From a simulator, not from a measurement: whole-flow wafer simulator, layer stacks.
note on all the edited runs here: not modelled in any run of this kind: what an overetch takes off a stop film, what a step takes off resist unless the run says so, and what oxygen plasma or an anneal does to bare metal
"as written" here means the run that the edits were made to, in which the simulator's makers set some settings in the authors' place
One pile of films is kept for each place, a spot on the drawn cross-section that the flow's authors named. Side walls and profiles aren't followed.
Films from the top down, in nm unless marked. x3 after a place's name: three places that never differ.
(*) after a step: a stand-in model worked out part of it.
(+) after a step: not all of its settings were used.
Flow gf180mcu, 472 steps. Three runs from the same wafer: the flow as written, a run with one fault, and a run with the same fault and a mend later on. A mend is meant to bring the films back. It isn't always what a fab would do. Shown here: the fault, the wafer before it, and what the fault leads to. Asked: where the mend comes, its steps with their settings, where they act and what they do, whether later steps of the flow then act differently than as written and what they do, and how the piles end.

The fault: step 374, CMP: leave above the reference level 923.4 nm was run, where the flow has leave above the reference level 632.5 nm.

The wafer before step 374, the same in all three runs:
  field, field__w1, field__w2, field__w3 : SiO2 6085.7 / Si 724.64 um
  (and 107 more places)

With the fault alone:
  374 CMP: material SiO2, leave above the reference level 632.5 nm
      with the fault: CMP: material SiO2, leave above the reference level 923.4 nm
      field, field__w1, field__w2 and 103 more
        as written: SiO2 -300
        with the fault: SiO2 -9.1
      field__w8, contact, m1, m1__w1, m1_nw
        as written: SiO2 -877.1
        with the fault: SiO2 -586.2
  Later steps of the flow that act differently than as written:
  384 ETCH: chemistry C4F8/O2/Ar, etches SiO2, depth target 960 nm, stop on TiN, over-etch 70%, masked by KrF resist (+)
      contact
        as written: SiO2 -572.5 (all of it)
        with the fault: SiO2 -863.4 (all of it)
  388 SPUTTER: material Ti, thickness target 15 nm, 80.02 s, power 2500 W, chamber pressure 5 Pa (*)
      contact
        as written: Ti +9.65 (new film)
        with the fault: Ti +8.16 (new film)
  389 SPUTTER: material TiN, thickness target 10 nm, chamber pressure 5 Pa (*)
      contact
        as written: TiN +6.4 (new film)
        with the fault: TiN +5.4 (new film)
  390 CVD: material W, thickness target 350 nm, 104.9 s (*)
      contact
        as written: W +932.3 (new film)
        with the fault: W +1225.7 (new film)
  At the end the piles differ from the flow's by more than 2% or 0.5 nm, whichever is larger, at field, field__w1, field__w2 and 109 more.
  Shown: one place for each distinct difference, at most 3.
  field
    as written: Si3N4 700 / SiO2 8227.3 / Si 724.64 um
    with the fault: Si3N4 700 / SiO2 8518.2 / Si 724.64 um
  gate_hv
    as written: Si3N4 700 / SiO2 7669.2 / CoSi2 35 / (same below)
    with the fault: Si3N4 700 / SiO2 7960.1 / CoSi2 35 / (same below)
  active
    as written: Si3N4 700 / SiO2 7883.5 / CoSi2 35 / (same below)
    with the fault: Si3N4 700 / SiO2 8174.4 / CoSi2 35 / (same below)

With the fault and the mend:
  The mend comes after step 374.
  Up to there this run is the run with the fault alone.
  374a CMP: material SiO2, leave above the reference level 632.5 nm (the flow's step 374 once more)
      field, field__w1, field__w2 and 108 more
        SiO2 -290.9
  No later step of the flow acts differently than as written at any place that is followed.
  At the end the piles are the same as the flow's at every place that both follow.
